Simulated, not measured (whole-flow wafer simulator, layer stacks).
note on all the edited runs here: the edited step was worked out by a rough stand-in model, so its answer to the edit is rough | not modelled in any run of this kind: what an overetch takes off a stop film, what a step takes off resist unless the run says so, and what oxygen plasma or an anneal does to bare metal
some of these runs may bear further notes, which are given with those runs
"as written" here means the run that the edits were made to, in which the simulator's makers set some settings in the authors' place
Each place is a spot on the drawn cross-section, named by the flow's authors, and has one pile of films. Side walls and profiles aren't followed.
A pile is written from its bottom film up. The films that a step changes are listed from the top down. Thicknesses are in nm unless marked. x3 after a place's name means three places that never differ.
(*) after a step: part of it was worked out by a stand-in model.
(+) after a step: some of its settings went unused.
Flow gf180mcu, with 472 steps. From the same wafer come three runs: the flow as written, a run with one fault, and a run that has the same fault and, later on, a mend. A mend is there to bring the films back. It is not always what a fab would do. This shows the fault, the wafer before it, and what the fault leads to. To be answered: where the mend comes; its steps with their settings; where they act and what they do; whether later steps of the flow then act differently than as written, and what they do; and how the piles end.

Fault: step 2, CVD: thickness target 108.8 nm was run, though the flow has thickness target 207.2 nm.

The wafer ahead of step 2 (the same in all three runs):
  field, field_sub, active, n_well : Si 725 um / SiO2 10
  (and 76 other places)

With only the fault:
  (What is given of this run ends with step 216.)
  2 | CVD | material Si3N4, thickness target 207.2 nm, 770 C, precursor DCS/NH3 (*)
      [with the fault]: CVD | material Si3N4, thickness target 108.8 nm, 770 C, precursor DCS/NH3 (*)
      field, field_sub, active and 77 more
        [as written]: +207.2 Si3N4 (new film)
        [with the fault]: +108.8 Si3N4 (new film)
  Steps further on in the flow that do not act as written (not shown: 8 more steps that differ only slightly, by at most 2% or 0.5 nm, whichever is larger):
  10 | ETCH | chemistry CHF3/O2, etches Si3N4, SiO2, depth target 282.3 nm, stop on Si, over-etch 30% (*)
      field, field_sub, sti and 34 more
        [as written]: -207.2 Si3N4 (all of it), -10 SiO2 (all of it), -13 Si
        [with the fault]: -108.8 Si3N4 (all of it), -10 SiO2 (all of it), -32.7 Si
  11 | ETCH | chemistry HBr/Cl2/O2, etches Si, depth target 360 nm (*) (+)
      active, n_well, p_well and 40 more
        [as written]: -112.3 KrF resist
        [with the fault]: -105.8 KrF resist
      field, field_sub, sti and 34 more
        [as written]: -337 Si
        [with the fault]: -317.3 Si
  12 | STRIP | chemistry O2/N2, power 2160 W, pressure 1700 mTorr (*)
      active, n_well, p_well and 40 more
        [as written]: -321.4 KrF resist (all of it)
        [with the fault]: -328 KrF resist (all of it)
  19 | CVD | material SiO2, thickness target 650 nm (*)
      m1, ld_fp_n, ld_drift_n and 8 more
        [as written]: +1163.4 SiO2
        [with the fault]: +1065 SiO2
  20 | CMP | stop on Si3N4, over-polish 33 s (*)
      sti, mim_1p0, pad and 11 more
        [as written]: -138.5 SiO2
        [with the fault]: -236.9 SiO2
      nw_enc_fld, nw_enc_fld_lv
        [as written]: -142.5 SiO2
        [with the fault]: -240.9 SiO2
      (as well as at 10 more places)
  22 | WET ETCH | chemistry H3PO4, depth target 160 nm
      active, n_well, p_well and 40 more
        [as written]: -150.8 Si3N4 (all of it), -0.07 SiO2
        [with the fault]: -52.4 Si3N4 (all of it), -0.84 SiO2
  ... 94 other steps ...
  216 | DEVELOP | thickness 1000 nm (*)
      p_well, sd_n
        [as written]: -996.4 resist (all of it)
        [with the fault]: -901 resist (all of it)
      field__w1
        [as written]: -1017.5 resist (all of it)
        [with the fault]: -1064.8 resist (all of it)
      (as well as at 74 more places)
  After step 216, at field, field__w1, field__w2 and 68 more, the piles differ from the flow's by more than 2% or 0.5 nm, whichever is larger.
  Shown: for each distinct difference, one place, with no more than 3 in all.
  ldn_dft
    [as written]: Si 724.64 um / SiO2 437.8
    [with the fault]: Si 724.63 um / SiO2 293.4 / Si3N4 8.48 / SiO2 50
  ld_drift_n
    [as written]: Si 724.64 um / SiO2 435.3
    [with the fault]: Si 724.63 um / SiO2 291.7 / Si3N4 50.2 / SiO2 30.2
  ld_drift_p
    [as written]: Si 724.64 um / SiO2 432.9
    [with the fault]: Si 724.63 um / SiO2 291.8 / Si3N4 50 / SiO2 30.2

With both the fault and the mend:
  The mend stands after step 2.
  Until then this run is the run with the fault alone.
  2a | CVD | material Si3N4, thickness target 98.4 nm, 770 C, precursor DCS/NH3 (*) (the flow's step 2, run once more with other settings)
      field, field_sub, active and 77 more
        +98.4 Si3N4
  Every later step of the flow that is run acts as written at every place that is followed.
  At every place that both follow, the piles at the end match the flow's.
